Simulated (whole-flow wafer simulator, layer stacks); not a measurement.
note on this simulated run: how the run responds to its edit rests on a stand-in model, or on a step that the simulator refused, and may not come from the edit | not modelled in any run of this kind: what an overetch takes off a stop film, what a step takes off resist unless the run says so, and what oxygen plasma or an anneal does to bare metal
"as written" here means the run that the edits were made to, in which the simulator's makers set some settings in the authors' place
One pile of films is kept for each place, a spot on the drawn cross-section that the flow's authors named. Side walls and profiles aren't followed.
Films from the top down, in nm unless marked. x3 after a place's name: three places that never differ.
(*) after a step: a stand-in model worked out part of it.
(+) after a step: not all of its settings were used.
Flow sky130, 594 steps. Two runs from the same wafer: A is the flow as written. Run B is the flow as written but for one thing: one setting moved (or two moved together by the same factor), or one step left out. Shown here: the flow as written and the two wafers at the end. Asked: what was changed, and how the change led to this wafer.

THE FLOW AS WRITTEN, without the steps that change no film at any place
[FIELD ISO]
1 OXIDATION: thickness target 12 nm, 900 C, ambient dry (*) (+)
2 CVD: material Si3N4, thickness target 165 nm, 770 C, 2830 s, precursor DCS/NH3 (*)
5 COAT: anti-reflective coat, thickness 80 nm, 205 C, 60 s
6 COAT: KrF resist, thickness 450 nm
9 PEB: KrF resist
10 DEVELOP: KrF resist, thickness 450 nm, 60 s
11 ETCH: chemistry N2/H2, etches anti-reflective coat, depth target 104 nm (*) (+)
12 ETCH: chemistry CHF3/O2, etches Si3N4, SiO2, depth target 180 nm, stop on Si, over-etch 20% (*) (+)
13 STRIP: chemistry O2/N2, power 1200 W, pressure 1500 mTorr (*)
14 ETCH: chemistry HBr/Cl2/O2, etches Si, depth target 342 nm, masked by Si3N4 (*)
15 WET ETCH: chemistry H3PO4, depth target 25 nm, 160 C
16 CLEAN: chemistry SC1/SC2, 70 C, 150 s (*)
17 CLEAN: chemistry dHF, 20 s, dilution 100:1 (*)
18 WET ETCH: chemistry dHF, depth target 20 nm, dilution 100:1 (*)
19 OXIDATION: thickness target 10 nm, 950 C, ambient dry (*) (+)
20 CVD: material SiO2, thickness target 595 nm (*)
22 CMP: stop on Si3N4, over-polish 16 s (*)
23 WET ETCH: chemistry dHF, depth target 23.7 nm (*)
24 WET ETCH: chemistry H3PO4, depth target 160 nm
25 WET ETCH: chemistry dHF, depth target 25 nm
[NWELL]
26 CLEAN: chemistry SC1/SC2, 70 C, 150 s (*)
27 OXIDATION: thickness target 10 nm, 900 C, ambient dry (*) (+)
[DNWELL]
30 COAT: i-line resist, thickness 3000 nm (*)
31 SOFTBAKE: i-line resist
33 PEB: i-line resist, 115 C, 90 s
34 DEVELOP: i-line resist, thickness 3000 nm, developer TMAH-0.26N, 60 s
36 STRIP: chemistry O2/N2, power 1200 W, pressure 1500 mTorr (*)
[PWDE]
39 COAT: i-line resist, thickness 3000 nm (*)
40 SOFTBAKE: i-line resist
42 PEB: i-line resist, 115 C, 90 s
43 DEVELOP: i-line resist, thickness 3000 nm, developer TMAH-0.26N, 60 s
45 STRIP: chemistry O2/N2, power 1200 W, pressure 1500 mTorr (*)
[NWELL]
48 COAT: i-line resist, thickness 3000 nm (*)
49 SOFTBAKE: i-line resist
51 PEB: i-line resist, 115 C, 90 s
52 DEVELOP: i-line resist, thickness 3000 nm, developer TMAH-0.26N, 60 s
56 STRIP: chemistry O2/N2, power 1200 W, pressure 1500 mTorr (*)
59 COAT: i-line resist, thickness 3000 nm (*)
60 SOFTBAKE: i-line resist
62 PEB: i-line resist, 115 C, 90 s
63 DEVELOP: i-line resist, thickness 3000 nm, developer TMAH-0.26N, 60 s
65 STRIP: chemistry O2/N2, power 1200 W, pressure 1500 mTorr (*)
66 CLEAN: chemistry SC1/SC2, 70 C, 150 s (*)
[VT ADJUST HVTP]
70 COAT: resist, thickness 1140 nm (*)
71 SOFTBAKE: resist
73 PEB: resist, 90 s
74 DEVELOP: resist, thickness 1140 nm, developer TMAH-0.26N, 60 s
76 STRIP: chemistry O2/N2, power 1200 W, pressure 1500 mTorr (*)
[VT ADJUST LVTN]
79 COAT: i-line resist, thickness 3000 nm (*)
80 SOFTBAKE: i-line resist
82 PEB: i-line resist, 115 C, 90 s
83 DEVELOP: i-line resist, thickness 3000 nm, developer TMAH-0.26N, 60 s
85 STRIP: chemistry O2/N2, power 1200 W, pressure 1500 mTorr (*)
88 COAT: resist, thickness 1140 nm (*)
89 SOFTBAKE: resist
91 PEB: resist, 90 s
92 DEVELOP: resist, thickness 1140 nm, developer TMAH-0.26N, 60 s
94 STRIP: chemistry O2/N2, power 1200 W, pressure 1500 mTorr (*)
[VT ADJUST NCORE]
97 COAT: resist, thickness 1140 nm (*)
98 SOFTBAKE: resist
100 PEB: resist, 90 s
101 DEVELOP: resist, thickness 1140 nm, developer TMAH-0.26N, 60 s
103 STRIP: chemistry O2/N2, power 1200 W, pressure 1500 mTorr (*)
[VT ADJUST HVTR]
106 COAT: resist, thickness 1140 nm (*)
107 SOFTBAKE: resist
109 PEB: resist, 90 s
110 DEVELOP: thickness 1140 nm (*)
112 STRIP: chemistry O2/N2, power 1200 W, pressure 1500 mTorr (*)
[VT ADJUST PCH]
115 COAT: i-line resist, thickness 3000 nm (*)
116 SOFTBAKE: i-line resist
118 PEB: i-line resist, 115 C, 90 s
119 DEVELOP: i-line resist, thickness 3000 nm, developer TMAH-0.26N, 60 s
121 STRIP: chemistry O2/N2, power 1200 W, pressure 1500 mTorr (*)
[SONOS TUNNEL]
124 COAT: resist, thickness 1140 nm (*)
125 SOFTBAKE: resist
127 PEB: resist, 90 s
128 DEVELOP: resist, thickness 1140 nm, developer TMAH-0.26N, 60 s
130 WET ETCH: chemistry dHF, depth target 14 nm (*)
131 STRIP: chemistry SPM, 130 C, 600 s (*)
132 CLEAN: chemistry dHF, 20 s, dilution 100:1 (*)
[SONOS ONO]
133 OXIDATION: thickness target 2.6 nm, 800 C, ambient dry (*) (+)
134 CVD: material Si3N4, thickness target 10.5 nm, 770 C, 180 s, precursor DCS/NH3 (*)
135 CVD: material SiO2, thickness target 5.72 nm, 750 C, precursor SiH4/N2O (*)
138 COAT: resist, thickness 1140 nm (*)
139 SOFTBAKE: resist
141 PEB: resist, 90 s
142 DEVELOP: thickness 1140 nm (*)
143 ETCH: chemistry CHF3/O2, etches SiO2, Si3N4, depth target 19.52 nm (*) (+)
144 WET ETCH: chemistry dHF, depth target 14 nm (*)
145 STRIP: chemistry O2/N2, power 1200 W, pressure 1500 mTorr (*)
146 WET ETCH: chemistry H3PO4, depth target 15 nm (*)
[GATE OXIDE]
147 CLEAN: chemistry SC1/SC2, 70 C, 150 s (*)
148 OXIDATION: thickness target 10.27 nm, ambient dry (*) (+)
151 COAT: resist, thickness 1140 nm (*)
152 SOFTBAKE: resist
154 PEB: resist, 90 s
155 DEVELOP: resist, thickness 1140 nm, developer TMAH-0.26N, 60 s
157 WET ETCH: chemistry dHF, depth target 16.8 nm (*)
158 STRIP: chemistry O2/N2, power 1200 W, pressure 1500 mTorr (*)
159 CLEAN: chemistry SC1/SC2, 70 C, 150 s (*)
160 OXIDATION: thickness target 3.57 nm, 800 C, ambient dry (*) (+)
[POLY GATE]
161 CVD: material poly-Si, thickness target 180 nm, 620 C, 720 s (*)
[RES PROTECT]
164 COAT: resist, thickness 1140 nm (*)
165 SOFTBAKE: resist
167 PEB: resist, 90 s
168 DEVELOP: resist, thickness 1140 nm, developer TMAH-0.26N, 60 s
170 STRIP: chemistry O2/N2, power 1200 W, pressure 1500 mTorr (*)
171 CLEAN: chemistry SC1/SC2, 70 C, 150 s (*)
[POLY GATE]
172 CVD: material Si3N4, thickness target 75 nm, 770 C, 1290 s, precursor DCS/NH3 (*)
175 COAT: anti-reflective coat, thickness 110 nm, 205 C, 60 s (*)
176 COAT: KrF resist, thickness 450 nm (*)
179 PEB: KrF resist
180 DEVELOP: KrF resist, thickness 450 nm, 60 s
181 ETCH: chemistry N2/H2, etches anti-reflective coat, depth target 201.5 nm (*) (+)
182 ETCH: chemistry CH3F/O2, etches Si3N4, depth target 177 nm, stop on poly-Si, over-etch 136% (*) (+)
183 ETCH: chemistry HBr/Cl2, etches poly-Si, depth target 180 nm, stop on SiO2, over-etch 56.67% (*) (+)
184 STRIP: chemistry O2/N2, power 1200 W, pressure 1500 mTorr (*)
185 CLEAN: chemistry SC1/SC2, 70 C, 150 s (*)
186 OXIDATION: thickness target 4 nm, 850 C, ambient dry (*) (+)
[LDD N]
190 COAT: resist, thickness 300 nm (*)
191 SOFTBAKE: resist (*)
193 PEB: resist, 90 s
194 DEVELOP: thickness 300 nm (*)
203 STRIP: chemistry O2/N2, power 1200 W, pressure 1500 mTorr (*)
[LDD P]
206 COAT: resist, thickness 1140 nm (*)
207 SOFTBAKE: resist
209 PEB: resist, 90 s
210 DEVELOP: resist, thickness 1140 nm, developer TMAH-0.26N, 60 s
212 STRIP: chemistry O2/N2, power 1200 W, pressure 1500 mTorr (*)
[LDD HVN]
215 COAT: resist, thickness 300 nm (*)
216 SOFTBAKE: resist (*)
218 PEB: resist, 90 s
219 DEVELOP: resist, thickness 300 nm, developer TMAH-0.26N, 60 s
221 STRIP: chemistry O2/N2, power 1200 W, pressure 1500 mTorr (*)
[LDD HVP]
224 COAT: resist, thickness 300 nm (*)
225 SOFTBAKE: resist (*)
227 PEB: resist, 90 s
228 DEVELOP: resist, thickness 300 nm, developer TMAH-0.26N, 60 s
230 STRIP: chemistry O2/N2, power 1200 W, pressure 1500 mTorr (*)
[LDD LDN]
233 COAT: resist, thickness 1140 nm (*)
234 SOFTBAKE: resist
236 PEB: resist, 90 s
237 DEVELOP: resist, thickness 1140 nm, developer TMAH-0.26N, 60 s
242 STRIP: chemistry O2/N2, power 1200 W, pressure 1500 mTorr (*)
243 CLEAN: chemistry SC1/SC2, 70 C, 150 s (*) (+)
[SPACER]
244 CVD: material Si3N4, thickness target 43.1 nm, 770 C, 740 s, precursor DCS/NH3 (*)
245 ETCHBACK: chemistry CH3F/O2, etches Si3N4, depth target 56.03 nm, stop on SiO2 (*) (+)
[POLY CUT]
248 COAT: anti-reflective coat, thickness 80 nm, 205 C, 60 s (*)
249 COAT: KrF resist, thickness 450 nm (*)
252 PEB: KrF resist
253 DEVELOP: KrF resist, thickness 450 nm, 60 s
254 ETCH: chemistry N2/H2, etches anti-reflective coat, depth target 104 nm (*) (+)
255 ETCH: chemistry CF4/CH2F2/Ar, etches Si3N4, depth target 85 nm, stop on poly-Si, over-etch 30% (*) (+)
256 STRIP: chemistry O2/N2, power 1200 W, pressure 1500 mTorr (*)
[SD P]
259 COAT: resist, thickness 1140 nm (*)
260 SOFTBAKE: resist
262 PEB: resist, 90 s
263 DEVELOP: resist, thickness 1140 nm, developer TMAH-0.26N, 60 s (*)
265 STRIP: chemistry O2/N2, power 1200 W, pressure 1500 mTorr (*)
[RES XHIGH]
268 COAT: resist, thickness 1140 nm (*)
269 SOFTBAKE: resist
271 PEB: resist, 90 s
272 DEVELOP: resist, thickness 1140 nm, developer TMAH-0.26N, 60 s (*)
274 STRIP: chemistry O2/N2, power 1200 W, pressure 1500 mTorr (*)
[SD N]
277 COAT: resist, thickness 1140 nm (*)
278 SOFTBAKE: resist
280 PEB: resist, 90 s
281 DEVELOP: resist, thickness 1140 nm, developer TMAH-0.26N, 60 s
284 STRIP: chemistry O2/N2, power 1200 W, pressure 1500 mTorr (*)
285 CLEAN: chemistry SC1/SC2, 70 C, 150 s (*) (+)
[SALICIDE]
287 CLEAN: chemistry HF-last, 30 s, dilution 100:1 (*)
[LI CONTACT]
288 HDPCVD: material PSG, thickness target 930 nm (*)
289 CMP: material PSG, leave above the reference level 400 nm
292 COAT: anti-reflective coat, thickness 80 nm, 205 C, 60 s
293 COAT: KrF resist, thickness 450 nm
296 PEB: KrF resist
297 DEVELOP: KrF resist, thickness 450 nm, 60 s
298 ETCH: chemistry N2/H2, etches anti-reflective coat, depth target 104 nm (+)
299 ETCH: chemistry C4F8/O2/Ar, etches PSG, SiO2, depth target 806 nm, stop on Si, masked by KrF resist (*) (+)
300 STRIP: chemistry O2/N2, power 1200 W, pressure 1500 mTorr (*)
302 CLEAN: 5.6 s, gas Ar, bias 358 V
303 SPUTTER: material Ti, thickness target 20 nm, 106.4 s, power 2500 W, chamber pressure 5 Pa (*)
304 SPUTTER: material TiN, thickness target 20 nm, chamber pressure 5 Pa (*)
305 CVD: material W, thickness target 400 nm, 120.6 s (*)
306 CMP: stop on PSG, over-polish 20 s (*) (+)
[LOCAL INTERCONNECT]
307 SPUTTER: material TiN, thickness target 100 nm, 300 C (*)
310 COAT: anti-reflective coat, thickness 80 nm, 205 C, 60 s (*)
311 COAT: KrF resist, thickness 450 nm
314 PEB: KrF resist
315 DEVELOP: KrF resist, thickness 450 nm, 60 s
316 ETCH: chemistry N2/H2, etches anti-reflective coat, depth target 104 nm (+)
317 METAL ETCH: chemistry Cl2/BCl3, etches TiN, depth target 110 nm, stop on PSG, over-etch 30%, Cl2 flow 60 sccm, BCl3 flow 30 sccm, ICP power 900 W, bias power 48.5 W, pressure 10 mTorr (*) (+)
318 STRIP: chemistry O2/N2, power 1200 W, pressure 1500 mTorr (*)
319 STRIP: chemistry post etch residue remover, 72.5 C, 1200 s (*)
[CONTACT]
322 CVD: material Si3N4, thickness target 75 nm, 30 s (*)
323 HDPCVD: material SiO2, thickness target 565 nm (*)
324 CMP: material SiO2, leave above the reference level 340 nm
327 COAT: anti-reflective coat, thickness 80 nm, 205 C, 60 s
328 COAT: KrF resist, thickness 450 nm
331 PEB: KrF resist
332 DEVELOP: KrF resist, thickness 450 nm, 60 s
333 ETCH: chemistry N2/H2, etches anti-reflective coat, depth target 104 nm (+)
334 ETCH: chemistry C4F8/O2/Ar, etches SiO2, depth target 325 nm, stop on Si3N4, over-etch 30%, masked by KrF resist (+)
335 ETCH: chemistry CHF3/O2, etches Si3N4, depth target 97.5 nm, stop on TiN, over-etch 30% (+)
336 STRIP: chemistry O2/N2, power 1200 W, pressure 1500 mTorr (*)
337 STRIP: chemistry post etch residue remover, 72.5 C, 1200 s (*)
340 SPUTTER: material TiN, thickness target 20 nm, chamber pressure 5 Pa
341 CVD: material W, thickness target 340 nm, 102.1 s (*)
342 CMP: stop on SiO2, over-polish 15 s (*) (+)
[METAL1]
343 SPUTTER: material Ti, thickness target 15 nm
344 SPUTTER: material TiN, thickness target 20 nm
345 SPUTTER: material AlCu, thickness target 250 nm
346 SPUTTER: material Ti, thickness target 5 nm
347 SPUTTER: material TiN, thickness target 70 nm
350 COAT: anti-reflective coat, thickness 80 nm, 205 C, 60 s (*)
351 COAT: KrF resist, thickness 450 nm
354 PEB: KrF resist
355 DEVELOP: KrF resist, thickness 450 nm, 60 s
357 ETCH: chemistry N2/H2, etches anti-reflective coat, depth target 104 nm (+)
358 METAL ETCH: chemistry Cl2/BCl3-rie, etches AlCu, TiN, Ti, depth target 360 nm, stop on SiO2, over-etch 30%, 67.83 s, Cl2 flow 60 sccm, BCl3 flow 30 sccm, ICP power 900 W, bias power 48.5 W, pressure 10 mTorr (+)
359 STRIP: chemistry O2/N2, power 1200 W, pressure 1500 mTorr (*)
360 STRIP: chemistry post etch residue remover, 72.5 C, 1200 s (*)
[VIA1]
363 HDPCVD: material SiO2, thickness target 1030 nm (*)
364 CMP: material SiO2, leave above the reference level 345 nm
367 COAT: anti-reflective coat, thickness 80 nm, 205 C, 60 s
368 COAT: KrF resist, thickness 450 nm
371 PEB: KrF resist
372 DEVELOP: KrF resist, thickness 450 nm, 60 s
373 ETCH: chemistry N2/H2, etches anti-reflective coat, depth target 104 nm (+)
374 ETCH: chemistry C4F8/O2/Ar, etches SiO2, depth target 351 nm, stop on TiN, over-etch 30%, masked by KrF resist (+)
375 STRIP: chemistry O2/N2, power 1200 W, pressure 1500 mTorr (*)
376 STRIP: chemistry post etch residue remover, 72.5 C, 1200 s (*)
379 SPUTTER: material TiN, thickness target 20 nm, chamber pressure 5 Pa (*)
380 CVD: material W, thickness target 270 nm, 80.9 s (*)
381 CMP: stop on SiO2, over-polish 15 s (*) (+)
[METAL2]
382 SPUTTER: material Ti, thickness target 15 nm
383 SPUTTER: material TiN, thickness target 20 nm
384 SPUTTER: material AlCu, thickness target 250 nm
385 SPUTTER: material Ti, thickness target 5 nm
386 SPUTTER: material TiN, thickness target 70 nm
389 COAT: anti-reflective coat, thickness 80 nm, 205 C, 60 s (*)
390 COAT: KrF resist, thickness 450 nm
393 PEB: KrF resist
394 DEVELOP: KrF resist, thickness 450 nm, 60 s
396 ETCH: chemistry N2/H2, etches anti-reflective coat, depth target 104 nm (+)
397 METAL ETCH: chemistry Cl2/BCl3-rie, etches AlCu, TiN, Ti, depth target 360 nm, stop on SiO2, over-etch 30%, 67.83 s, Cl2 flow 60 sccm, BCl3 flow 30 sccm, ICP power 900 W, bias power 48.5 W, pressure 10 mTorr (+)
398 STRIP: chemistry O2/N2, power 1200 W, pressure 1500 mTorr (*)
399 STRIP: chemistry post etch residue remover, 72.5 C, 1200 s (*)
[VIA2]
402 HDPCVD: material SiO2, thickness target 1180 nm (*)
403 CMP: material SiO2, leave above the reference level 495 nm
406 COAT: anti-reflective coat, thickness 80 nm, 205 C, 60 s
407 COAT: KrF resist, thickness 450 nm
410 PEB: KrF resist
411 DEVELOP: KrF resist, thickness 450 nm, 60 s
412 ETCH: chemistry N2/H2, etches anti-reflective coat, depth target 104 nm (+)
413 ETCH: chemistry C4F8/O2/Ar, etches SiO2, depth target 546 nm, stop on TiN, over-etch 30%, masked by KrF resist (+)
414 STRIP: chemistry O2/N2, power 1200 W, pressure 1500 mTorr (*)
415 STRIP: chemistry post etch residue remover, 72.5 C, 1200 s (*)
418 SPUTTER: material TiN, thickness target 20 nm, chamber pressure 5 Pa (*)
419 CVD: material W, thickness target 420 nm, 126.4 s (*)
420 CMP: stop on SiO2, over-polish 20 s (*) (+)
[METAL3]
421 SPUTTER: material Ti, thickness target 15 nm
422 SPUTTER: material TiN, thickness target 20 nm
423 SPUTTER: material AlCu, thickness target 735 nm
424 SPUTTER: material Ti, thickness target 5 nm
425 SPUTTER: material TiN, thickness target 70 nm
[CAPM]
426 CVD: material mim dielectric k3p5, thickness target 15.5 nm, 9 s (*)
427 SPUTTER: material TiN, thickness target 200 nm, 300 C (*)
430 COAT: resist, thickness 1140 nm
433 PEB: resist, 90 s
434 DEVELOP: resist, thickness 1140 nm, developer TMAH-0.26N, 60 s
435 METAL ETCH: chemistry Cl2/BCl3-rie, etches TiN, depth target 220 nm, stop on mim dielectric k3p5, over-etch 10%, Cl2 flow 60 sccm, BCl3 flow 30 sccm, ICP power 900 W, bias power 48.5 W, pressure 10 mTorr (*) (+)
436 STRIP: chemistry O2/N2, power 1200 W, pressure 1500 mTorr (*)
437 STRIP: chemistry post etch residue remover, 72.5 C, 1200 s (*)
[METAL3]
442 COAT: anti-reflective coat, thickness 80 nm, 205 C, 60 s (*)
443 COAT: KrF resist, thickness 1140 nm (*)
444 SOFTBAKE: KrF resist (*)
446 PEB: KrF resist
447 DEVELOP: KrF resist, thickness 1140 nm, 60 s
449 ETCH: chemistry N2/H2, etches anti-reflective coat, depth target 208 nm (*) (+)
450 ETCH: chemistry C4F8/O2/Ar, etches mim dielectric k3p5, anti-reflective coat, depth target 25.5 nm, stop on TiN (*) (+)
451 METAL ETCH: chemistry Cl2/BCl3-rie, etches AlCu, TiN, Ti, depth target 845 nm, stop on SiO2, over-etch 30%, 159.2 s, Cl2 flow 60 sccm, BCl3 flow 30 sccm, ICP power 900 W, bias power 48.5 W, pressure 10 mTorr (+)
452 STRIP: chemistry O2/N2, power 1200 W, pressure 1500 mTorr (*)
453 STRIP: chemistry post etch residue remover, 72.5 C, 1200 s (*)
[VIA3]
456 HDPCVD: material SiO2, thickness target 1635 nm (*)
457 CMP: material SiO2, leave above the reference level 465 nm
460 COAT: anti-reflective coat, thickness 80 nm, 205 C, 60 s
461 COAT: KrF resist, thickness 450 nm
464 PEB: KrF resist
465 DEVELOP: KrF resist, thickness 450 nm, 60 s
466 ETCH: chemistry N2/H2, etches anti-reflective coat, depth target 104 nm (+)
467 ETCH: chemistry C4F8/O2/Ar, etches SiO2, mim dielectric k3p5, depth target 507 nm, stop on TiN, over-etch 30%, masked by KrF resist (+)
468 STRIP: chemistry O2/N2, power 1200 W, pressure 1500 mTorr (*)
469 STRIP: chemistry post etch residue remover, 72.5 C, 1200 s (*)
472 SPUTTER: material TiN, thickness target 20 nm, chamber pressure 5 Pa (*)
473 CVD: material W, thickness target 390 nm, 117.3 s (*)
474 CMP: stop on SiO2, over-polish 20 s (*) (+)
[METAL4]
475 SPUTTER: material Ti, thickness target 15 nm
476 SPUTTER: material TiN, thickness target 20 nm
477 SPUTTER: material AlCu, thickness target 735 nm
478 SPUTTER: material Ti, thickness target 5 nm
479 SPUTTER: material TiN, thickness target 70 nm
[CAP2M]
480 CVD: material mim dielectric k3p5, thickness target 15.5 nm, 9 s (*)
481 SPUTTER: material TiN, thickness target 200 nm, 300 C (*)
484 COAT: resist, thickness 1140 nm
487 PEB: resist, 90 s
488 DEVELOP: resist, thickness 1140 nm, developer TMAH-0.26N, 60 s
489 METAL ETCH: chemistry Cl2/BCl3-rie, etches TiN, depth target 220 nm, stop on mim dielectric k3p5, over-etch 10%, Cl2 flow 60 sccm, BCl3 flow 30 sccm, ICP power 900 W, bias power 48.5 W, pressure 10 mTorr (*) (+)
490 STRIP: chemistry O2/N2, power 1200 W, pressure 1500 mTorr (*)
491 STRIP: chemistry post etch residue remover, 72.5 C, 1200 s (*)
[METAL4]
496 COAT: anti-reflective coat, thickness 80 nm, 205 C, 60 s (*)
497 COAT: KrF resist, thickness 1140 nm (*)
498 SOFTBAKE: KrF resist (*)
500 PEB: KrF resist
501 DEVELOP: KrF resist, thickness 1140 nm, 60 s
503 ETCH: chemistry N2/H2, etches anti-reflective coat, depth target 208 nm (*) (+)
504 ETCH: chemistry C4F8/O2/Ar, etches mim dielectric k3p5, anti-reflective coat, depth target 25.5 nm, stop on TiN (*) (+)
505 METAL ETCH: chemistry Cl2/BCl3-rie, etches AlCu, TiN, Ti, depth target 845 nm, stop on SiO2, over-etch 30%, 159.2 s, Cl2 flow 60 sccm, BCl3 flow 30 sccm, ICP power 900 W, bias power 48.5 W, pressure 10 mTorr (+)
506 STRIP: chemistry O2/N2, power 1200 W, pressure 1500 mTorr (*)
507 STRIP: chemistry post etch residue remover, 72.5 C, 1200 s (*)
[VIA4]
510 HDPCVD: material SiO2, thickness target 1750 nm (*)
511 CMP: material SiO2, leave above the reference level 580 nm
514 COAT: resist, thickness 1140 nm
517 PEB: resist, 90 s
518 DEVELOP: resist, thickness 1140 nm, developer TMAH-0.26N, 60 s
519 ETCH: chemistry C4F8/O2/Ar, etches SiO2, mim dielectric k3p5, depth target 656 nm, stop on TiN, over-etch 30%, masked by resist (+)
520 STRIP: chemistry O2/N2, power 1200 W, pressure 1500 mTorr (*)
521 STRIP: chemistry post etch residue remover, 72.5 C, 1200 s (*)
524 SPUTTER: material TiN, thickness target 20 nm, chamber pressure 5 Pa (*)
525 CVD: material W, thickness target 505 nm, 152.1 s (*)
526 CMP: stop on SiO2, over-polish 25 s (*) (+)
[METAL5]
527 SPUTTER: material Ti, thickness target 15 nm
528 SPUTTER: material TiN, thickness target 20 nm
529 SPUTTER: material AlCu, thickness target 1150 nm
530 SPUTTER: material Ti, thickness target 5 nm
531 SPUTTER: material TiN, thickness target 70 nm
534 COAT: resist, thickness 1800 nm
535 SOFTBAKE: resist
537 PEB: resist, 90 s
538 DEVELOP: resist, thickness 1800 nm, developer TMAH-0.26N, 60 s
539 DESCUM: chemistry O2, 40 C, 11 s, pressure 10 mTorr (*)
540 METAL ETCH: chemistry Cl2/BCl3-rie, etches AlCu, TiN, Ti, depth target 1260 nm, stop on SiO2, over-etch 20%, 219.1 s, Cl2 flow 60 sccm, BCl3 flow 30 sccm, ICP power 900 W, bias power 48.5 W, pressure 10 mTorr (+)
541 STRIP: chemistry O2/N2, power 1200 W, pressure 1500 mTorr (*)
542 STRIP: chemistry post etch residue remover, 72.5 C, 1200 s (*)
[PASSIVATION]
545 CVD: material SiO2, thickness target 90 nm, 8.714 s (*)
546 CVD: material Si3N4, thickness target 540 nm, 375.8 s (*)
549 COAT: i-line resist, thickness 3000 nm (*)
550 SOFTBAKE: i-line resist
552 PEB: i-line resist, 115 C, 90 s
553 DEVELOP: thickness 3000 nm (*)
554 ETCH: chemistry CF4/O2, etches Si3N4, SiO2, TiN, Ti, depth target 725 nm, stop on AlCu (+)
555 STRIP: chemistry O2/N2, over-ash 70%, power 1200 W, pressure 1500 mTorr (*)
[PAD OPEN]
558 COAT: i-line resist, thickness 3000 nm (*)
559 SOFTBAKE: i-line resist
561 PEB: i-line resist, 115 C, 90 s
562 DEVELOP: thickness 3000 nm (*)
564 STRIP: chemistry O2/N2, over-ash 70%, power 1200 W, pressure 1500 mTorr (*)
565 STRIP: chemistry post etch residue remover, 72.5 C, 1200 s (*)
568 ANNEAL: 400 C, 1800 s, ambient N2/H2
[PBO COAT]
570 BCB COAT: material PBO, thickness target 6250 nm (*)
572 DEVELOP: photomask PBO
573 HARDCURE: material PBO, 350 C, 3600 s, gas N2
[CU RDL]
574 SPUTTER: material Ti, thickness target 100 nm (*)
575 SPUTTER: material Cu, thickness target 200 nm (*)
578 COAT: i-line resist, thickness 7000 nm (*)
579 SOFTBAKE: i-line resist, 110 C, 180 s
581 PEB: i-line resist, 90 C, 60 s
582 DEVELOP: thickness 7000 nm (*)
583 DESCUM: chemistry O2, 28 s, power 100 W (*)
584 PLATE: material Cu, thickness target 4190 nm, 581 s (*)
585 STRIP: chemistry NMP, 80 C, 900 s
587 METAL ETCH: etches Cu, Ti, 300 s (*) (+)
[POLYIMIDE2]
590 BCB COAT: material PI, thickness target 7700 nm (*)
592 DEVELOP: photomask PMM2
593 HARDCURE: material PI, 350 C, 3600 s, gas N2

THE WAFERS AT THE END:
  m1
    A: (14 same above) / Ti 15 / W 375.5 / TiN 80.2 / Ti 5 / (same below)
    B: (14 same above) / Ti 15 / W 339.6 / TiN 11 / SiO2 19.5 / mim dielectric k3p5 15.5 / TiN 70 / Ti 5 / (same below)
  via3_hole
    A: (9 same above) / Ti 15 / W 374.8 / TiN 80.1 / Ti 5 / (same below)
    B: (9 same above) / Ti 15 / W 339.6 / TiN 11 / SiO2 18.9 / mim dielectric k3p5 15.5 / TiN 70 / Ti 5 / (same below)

The cause: step 467, ETCH: depth target 355 nm was run, where the flow has depth target 507 nm.

How the change led to this, step by step:
  467 ETCH: chemistry C4F8/O2/Ar, etches SiO2, mim dielectric k3p5, depth target 507 nm, stop on TiN, over-etch 30%, masked by KrF resist (+)
      m1: A SiO2 -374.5 (all of it), mim dielectric k3p5 -15.5 (all of it) | B SiO2 -355
      via3_hole: A SiO2 -373.9 (all of it), mim dielectric k3p5 -15.5 (all of it) | B SiO2 -355
      (and at 190 more places)
  468 STRIP: chemistry O2/N2, power 1200 W, pressure 1500 mTorr (*)
      field, active, n_well and 187 more: A KrF resist -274 (all of it), anti-reflective coat -80 (all of it) | B KrF resist -304.4 (all of it), anti-reflective coat -80 (all of it)
  472 SPUTTER: material TiN, thickness target 20 nm, chamber pressure 5 Pa (*)
      m1, via3_hole: A TiN +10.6 | B TiN +11 (new film)
  473 CVD: material W, thickness target 390 nm, 117.3 s (*)
      m1: A W +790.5 (new film) | B W +754.6 (new film)
      via3_hole: A W +789.9 (new film) | B W +754.6 (new film)
Counting metal films that touch as one body, m1 has 3 bodies (between them, from the top down: SiO2 19.5 / mim dielectric k3p5 15.5; SiO2 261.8 / Si3N4 75); the flow as written gives 2 bodies (between them, from the top down: SiO2 261.8 / Si3N4 75).
Counting metal films that touch as one body, via3_hole has 2 bodies (between them, from the top down: SiO2 18.9 / mim dielectric k3p5 15.5); the flow as written gives 1 body.
